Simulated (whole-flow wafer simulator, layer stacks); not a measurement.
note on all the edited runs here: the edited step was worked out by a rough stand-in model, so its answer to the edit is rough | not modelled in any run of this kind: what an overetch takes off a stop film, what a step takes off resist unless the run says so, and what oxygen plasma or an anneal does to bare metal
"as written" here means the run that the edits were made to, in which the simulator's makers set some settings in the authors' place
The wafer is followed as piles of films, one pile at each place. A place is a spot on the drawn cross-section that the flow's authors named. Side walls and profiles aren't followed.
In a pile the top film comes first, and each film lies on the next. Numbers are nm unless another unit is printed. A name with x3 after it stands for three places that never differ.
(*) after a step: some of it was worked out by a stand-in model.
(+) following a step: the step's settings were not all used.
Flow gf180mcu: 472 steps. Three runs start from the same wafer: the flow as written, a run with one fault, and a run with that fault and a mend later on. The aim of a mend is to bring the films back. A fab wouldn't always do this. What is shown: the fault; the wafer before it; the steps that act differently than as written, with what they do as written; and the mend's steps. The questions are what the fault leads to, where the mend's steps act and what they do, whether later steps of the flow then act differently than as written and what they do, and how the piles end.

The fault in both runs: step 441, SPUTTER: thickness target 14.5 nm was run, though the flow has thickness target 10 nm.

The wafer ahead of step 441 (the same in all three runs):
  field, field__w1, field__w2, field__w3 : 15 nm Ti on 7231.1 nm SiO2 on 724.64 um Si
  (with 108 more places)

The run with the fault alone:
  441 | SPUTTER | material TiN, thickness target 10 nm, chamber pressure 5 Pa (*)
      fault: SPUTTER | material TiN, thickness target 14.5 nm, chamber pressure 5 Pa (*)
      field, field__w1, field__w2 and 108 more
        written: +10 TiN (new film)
        fault: +14.5 TiN (new film)
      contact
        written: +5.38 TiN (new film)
        fault: +7.79 TiN (new film)
  Steps further on in the flow that do not act as written (1 more step, not shown, differs only slightly: by at most 2% or 0.5 nm, whichever is larger):
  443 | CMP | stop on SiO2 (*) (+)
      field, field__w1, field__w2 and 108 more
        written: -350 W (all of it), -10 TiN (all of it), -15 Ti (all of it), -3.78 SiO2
        fault: -350 W (all of it), -14.5 TiN (all of it), -15 Ti (all of it), -3.83 SiO2
  By the end, the piles at contact depart from the flow's by more than 2% or 0.5 nm, whichever is larger.
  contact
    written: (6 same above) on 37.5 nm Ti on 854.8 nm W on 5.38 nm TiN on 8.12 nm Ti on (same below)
    fault: (6 same above) on 37.5 nm Ti on 852.3 nm W on 7.79 nm TiN on 8.12 nm Ti on (same below)

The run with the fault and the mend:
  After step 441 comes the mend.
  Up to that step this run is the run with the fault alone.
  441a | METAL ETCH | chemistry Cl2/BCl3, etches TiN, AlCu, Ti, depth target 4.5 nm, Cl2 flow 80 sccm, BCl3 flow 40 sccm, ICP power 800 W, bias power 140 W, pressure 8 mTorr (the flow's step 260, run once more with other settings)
      field, field__w1, field__w2 and 109 more
        -4.5 TiN
  Every later step of the flow that is run acts as written, at every place that is followed, to within 2% or 0.5 nm, whichever is larger.
  By the end, the piles at contact depart from the flow's by more than 2% or 0.5 nm, whichever is larger.
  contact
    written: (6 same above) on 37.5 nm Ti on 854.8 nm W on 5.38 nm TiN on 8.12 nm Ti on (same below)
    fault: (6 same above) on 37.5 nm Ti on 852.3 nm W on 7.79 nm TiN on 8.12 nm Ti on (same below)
    mend: (6 same above) on 37.5 nm Ti on 856.9 nm W on 3.29 nm TiN on 8.12 nm Ti on (same below)
